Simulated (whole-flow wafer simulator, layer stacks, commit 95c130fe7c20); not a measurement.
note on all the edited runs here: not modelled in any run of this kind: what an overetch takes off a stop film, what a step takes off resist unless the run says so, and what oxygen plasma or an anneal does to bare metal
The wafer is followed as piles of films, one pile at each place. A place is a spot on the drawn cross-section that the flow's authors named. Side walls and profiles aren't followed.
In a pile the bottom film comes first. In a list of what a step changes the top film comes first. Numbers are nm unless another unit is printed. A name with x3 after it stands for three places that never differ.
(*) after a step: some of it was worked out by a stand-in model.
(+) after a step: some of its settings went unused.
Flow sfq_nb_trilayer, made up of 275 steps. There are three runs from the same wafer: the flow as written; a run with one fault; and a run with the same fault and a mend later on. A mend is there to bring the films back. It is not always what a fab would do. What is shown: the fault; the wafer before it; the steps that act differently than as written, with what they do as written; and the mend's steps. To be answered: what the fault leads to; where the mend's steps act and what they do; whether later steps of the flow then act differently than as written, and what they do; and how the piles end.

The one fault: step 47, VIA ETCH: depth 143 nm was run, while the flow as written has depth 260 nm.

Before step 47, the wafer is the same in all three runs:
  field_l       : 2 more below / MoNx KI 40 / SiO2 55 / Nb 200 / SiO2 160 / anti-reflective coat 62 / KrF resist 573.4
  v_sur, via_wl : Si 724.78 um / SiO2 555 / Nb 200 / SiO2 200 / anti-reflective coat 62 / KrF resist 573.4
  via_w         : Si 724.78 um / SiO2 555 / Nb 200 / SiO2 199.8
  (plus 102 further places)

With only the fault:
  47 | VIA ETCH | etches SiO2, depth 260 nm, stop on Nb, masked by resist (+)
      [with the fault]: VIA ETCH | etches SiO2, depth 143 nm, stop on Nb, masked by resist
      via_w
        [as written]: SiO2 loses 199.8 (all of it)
        [with the fault]: SiO2 loses 143
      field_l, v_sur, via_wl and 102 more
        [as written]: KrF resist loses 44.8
        [with the fault]: KrF resist loses 24.7
  Steps later in the flow that act otherwise than as written (not shown: 3 more steps that differ only slightly, by at most 2% or 0.5 nm, whichever is larger):
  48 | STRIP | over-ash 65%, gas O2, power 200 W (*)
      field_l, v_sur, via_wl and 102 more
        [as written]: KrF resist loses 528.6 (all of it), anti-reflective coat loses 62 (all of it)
        [with the fault]: KrF resist loses 548.8 (all of it), anti-reflective coat loses 62 (all of it)
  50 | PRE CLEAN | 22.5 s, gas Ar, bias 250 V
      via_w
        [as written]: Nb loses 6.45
        [with the fault]: SiO2 loses 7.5
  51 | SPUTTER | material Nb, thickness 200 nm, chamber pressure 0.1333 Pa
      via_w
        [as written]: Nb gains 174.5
        [with the fault]: Nb gains 185.8 (new film)
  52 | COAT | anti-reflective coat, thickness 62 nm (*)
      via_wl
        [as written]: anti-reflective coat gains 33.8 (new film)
        [with the fault]: anti-reflective coat gains 35.5 (new film)
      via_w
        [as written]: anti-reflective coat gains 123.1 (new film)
        [with the fault]: anti-reflective coat gains 110.2 (new film)
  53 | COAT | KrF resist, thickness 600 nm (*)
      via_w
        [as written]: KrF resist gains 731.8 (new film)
        [with the fault]: KrF resist gains 686.4 (new film)
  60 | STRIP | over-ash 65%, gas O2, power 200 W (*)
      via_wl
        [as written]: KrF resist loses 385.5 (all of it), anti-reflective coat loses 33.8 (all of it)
        [with the fault]: KrF resist loses 390.6 (all of it), anti-reflective coat loses 35.5 (all of it)
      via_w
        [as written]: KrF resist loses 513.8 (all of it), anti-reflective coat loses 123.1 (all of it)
        [with the fault]: KrF resist loses 468.6 (all of it), anti-reflective coat loses 110.2 (all of it)
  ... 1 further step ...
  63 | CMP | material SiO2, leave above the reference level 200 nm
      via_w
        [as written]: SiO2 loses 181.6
        [with the fault]: SiO2 loses 157.1
  At via_w, the piles at the end differ from the flow's by more than 2% or 0.5 nm, whichever is larger.
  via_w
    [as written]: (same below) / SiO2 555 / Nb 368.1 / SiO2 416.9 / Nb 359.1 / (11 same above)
    [with the fault]: (same below) / SiO2 555 / Nb 200 / SiO2 49.3 / Nb 185.8 / SiO2 349.8 / Nb 359.1 / (11 same above)

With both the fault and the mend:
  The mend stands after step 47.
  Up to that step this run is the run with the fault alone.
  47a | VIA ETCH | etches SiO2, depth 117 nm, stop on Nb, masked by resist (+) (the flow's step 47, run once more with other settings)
      field_l, v_sur, via_wl and 102 more
        KrF resist loses 14.7
      via_w
        SiO2 loses 56.8 (all of it)
  None of the later steps of the flow differs from how it acts as written, at any place that is followed, by more than 2% or 0.5 nm, whichever is larger.
  At every place that both follow, the piles at the end match the flow's.
